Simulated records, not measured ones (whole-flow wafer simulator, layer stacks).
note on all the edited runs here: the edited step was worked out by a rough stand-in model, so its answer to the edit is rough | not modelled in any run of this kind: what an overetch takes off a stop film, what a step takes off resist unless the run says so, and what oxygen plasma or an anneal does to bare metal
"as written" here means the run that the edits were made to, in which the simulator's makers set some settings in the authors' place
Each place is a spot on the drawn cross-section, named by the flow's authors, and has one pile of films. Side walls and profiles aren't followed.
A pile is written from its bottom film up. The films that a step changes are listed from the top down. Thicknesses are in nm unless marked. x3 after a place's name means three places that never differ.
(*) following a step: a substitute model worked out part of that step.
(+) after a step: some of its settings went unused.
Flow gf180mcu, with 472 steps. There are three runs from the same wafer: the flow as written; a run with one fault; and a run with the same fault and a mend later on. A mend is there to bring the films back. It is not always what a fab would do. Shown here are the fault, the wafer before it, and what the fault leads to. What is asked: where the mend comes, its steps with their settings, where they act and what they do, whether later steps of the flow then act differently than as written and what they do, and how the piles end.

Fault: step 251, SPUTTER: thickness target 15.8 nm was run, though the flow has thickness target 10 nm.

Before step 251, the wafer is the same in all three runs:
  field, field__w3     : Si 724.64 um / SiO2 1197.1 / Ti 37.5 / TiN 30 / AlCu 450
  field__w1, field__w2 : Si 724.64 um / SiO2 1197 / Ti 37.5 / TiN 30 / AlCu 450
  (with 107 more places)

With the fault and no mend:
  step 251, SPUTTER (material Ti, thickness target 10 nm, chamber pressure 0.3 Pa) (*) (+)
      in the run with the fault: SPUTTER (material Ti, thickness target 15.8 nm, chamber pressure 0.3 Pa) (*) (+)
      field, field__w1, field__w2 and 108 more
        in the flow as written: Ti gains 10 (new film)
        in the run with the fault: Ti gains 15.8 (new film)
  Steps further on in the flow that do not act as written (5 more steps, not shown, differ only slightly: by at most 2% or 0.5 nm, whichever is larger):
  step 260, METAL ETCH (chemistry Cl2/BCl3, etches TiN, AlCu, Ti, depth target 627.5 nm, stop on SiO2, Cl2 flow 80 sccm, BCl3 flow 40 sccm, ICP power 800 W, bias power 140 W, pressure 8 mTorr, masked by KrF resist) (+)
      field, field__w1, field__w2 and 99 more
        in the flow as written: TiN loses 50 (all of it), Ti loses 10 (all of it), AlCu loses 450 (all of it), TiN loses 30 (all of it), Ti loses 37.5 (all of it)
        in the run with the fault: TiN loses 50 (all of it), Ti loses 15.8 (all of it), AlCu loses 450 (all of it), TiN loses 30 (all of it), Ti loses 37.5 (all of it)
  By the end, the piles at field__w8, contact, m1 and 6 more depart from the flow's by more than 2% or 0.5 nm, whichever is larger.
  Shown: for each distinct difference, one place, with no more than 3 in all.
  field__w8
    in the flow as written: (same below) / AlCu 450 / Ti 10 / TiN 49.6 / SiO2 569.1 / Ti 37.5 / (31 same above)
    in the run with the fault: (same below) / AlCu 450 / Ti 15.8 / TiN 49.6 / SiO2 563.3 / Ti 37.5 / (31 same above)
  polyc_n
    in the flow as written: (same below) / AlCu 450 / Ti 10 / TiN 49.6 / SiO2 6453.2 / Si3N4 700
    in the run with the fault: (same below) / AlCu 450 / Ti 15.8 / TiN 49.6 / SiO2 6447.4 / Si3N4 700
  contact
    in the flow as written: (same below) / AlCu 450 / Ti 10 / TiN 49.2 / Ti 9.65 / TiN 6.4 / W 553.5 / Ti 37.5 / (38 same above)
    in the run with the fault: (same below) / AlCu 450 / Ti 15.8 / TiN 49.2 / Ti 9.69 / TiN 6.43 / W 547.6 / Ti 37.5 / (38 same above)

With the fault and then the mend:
  The mend follows step 251.
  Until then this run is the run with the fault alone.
  step 251a, METAL ETCH (chemistry Cl2/BCl3, etches TiN, AlCu, Ti, depth target 5.8 nm, Cl2 flow 80 sccm, BCl3 flow 40 sccm, ICP power 800 W, bias power 140 W, pressure 8 mTorr)
      field, field__w1, field__w2 and 108 more
        Ti loses 5.8
  Later steps of the flow that are run all act as written at every place that is followed.
  The piles end the same as the flow's at every place that both follow.
